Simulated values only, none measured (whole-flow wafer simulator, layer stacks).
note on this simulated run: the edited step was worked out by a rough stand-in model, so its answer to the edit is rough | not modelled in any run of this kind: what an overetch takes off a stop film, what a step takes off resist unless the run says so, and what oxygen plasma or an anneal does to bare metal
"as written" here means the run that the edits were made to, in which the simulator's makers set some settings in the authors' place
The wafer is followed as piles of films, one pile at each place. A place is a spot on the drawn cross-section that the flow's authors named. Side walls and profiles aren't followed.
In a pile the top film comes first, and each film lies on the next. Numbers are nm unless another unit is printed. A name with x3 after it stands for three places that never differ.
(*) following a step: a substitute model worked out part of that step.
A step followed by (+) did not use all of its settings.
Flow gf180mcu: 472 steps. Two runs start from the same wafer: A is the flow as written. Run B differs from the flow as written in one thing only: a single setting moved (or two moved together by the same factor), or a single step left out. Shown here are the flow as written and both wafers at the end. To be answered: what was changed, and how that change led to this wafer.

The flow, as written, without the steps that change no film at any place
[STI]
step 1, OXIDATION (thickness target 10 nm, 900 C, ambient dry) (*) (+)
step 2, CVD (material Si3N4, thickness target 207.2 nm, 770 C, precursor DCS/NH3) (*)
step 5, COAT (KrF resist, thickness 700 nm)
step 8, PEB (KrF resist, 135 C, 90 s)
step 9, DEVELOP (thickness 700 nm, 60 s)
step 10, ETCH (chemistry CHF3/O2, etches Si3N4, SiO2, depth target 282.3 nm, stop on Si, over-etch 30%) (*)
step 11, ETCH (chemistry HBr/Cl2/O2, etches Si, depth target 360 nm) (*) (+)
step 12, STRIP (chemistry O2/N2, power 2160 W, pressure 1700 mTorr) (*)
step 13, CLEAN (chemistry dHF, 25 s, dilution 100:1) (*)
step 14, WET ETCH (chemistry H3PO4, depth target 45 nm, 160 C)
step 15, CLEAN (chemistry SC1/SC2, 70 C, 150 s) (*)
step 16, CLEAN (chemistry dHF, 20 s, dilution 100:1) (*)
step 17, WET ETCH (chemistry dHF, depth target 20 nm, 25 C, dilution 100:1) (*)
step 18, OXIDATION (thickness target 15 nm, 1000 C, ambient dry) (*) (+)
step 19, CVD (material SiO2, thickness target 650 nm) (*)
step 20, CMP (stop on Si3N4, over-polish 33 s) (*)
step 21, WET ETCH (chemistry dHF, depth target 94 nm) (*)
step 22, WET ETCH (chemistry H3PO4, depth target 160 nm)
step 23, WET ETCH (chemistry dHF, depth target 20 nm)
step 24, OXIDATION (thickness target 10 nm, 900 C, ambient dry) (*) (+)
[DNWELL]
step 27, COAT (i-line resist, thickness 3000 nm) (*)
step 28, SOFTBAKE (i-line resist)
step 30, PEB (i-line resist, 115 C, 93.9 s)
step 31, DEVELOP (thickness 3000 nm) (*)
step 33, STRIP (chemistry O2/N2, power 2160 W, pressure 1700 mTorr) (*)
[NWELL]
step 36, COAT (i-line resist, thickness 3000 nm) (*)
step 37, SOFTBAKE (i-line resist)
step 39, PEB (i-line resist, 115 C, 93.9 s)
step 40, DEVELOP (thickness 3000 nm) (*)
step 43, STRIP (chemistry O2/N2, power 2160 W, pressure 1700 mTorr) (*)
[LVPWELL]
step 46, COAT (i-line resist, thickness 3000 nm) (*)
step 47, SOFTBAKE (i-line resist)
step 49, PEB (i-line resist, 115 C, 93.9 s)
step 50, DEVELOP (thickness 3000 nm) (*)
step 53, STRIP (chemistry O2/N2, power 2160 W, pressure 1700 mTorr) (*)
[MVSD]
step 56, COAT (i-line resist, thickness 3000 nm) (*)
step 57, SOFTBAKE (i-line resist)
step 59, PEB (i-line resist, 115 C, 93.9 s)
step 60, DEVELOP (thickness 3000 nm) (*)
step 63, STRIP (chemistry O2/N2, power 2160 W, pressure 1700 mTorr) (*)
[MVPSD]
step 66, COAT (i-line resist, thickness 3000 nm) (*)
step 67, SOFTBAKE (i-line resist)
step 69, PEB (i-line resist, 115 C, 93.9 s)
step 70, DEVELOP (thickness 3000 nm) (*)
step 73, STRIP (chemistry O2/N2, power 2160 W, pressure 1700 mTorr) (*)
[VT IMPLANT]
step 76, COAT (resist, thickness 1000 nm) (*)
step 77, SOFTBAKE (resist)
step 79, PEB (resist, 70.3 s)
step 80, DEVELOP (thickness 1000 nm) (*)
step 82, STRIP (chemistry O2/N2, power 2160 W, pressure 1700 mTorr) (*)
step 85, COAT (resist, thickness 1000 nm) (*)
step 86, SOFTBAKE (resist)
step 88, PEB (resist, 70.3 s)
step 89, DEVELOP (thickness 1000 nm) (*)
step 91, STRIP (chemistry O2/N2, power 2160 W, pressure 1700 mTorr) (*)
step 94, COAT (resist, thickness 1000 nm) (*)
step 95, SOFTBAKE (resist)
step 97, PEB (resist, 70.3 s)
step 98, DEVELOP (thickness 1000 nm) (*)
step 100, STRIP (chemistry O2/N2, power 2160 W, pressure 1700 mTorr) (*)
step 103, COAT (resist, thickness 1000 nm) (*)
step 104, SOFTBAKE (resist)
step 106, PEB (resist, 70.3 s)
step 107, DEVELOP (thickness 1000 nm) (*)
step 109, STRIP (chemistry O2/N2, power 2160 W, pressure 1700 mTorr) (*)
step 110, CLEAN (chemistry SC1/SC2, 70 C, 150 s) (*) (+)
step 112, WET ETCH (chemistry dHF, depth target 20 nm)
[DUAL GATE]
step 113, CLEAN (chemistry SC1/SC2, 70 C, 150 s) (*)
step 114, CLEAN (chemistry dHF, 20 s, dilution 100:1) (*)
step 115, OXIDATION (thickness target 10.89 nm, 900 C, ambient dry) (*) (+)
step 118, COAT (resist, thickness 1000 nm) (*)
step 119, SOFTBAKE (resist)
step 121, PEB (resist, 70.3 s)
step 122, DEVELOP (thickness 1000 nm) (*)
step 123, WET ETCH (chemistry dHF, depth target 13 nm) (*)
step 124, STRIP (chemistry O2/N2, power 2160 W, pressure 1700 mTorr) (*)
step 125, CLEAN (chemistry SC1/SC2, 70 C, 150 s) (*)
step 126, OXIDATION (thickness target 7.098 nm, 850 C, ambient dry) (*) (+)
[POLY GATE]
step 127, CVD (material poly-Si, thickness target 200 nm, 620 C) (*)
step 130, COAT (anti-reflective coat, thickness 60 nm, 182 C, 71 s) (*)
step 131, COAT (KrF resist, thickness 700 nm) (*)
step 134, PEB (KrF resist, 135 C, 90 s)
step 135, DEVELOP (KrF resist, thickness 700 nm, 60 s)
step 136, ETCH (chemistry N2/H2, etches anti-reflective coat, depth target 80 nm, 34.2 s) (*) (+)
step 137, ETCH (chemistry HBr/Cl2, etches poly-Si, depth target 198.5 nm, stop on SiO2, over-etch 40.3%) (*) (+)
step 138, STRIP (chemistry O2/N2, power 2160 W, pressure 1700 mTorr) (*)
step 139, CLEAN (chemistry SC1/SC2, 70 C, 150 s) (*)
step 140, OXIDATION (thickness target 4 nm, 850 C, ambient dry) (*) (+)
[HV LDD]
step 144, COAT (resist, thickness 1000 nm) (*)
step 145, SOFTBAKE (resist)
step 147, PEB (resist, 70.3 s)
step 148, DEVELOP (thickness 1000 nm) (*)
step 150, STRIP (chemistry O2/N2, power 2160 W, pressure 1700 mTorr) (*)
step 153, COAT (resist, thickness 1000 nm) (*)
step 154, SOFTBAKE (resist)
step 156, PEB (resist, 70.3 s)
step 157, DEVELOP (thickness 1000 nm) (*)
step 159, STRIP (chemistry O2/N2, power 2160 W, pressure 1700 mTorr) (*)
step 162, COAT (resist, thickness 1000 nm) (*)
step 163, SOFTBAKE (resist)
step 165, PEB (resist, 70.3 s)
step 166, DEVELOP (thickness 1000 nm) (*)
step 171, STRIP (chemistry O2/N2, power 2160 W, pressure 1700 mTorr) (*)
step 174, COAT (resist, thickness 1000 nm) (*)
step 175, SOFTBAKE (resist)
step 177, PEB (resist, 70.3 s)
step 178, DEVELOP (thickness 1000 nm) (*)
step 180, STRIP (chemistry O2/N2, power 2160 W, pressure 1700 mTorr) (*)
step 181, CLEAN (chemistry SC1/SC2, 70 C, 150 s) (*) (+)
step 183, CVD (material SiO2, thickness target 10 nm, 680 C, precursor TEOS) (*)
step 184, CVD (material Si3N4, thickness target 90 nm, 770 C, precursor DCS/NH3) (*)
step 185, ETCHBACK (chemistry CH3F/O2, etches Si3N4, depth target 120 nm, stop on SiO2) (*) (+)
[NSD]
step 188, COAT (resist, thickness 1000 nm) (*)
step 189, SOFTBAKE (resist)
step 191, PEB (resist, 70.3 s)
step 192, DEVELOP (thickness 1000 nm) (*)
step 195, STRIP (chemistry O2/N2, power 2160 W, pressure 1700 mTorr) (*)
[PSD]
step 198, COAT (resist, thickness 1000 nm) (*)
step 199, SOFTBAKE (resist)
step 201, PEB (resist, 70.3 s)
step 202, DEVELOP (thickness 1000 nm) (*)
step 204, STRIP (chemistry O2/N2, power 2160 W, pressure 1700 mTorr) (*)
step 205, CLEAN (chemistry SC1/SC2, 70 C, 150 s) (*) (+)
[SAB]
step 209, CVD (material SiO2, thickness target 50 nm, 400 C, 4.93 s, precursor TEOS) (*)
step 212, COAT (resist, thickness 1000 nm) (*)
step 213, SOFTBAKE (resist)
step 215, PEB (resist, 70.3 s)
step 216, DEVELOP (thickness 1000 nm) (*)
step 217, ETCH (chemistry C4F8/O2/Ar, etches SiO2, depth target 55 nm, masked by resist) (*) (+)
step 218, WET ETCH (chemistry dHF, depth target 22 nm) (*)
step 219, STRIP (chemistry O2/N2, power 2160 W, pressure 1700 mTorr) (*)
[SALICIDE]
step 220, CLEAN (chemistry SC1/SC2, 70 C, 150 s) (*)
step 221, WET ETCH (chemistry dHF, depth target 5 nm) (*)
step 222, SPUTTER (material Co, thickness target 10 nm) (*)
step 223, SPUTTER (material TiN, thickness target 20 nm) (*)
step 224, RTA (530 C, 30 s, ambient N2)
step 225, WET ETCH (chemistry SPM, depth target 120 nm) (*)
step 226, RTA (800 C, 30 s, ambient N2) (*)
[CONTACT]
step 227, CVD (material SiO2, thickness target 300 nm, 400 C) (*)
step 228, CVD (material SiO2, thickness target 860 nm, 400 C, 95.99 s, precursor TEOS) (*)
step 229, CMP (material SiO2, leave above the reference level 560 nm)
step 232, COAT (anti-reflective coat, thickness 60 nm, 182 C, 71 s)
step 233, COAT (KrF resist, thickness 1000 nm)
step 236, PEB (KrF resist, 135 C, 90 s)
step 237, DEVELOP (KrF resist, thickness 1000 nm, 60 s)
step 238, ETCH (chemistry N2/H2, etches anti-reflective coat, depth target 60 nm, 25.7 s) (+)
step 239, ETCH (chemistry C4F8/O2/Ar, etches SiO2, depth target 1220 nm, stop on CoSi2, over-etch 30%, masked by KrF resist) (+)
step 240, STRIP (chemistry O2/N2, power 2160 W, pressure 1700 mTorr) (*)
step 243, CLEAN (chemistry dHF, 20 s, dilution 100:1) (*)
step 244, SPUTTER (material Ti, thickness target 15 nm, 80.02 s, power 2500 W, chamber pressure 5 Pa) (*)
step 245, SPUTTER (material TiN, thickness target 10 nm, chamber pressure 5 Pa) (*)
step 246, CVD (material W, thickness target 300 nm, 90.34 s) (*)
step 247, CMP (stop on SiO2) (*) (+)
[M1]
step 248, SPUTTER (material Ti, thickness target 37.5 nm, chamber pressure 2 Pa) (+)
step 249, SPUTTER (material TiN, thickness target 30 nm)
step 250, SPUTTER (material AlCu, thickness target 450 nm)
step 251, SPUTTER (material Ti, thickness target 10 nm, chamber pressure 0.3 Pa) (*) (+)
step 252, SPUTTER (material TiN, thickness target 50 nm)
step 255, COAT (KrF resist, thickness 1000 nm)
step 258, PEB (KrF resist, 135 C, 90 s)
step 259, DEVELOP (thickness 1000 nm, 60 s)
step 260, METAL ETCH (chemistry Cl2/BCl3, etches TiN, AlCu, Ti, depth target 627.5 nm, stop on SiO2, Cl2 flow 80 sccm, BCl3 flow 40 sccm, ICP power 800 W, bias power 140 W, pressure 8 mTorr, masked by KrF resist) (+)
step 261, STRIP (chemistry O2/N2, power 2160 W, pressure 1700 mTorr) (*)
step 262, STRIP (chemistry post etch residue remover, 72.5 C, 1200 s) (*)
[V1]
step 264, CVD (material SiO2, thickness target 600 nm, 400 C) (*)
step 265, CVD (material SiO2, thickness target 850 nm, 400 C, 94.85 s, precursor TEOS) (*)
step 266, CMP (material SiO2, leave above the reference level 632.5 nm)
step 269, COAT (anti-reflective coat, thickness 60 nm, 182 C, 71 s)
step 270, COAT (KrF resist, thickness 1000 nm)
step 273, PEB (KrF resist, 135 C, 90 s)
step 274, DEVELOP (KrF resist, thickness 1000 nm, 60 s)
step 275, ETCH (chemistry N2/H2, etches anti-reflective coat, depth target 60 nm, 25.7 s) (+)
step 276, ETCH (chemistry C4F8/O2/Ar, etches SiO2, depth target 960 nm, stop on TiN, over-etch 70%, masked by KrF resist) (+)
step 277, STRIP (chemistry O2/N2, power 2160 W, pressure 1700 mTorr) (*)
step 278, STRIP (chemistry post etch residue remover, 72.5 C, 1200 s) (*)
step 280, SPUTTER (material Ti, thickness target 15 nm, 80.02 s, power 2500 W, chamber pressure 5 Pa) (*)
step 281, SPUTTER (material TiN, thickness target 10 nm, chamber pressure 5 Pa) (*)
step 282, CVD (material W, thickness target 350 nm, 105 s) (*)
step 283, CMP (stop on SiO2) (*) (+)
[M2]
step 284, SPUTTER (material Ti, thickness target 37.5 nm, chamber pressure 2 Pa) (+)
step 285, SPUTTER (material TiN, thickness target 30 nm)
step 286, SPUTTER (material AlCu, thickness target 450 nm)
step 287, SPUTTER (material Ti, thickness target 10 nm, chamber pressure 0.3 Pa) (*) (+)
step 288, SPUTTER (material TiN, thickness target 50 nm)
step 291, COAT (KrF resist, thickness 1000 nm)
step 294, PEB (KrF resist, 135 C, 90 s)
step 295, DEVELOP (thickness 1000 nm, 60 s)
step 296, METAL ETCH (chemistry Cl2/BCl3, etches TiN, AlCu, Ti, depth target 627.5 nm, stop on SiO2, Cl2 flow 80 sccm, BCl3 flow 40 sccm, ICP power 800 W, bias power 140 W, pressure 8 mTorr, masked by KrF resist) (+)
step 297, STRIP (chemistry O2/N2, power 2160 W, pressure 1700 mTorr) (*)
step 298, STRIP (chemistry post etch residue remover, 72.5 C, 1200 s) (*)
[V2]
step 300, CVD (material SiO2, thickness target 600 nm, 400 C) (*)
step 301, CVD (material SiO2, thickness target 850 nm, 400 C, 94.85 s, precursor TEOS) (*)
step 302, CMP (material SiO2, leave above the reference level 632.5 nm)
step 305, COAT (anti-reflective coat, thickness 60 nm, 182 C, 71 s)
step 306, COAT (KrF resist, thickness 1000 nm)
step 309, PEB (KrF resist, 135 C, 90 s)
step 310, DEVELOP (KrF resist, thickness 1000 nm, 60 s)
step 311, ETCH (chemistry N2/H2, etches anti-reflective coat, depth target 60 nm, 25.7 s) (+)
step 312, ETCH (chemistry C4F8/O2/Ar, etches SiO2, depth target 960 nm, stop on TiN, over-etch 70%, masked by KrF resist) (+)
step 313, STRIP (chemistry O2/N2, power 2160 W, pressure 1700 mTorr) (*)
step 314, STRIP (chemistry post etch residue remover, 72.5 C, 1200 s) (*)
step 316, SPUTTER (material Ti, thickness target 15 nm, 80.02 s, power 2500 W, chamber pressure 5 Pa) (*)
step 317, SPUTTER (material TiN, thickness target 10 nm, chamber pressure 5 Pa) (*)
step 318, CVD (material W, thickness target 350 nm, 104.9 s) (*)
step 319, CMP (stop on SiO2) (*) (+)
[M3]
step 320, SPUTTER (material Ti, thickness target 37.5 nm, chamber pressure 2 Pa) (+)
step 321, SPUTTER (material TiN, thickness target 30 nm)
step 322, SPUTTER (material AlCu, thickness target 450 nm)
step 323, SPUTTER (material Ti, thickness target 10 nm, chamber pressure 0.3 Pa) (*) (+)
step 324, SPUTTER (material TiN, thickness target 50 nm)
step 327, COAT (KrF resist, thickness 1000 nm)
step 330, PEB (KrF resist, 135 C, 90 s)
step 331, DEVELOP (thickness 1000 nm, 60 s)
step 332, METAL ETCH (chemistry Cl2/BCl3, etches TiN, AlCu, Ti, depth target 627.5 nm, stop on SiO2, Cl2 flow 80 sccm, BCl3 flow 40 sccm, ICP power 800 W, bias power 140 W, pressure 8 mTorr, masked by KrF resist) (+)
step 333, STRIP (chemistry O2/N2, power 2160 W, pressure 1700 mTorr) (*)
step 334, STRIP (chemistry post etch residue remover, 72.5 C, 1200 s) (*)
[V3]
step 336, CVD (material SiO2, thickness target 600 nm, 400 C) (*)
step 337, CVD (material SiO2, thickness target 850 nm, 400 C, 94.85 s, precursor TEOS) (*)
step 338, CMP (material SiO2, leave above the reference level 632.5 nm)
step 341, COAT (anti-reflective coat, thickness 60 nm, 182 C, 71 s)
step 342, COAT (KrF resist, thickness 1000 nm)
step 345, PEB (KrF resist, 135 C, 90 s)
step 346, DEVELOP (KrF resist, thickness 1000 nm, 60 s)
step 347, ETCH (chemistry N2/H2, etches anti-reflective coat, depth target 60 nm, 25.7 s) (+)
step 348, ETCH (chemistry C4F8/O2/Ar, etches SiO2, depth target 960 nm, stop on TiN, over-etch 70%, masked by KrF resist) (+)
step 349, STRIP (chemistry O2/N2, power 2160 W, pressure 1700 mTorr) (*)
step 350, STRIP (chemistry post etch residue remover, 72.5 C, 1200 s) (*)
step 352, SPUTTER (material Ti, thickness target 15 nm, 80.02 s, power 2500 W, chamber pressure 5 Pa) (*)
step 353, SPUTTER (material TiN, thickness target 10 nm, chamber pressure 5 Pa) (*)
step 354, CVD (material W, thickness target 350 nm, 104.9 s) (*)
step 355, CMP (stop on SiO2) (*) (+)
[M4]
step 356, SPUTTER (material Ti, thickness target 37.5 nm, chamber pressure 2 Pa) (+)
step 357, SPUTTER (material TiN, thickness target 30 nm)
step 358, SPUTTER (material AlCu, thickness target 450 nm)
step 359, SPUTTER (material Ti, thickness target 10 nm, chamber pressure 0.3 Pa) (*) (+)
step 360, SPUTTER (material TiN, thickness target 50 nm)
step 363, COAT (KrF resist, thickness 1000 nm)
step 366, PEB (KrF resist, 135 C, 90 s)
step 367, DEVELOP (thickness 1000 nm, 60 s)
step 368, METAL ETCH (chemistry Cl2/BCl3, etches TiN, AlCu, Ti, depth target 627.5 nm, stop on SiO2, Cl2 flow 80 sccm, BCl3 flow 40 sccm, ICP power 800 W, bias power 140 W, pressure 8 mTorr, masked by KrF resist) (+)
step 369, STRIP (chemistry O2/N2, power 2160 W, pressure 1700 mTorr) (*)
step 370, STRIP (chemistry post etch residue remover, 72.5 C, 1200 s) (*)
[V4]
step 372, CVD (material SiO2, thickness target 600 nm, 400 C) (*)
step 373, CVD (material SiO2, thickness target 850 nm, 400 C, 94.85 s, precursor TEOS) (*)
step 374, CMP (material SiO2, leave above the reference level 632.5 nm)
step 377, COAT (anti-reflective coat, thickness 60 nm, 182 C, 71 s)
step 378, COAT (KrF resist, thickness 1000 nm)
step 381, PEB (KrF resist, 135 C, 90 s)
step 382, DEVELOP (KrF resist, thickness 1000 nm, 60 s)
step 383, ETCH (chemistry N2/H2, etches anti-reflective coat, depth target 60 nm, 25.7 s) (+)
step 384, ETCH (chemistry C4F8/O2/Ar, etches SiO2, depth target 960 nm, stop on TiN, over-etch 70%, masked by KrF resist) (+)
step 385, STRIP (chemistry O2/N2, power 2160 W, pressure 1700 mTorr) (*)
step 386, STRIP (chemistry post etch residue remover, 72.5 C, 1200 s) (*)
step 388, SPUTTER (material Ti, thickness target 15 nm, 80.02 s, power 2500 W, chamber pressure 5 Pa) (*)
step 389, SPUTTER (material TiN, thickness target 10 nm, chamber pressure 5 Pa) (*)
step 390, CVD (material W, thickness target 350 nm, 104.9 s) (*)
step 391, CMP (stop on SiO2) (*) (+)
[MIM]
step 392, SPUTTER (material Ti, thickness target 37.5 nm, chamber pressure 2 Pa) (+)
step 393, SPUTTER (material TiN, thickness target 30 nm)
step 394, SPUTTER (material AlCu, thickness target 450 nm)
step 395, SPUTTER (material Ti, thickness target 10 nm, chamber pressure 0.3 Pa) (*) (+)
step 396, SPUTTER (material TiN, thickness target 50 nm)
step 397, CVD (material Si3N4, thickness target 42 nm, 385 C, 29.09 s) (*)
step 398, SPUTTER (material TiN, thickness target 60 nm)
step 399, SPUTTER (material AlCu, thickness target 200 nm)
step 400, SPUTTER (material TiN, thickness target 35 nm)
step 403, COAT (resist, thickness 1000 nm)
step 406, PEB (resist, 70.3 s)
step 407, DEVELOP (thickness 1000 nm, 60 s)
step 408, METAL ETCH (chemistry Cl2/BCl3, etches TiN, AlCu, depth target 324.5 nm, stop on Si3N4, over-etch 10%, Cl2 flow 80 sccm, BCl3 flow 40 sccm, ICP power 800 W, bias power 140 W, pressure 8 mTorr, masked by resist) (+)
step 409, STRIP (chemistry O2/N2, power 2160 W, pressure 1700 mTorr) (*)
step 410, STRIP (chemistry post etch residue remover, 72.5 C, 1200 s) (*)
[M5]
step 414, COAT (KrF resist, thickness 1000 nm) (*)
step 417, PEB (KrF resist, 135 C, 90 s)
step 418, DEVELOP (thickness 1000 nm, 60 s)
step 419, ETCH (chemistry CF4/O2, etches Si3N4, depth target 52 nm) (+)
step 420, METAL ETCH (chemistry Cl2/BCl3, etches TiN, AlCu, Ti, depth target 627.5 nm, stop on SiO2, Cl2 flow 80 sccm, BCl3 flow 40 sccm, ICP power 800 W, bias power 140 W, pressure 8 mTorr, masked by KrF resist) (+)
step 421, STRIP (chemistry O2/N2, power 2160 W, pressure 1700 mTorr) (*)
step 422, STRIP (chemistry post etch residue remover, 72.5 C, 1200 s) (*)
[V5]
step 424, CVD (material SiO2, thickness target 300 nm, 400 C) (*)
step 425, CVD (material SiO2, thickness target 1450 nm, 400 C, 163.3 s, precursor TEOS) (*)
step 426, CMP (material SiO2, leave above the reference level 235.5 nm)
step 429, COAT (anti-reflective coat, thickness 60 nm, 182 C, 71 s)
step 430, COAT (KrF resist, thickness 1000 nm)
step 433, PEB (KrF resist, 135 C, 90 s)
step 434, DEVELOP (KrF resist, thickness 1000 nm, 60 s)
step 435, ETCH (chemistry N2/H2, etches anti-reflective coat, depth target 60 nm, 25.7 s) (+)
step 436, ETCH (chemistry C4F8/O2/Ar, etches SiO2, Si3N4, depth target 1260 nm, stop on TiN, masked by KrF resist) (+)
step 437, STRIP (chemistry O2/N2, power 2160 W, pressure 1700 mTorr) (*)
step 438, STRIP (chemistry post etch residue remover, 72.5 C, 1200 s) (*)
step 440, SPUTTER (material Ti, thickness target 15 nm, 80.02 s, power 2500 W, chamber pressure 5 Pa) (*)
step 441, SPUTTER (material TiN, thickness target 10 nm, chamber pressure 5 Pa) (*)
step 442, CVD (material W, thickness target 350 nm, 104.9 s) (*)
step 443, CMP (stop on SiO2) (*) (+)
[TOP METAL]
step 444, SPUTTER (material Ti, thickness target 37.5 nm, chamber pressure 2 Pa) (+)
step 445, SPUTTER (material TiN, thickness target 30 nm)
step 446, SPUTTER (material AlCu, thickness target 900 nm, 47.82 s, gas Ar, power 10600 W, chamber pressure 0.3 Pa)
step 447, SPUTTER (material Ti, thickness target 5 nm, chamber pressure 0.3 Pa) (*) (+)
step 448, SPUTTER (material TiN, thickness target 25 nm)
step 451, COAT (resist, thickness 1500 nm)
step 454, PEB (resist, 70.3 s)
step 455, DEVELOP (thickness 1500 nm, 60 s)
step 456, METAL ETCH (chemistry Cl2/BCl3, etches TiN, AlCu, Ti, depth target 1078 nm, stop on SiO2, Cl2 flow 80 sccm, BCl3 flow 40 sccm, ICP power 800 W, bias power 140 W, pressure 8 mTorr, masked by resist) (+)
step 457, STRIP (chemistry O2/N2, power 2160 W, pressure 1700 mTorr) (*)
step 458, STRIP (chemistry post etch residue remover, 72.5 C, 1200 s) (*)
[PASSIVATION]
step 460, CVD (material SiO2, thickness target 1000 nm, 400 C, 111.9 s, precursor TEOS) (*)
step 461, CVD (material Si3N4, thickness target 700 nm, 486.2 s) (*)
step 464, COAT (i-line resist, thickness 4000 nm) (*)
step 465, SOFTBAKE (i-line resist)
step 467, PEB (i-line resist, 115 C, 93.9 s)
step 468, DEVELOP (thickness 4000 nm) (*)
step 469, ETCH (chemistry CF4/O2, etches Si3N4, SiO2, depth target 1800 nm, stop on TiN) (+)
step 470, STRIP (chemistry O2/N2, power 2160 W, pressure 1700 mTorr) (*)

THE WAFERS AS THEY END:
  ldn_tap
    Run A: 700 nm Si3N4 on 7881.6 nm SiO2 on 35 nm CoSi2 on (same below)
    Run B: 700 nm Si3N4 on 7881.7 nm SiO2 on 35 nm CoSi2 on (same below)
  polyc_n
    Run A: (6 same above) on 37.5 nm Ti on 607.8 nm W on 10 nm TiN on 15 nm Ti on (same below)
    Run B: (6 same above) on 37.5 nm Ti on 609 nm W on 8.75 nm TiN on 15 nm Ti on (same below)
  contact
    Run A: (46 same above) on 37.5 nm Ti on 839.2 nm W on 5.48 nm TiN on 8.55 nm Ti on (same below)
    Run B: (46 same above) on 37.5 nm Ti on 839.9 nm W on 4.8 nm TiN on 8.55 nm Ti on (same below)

What caused this: step 245, SPUTTER: thickness target 8.75 nm was run, though the flow has thickness target 10 nm.
The wafer lets one read it off: polyc_n has TiN 8.75, and step 245 as written asks for 10 nm.

Step by step, how the change led to this:
  step 245, SPUTTER (material TiN, thickness target 10 nm, chamber pressure 5 Pa) (*)
      field, field__w1, field__w2 and 107 more: A +10 TiN (new film) | B +8.75 TiN (new film)
      contact: A +5.48 TiN (new film) | B +4.8 TiN (new film)
  step 247, CMP (stop on SiO2) (*) (+)
      field, field__w1, field__w2 and 105 more: A -300 W (all of it), -10 TiN (all of it), -15 Ti (all of it), -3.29 SiO2 | B -300 W (all of it), -8.75 TiN (all of it), -15 Ti (all of it), -3.28 SiO2
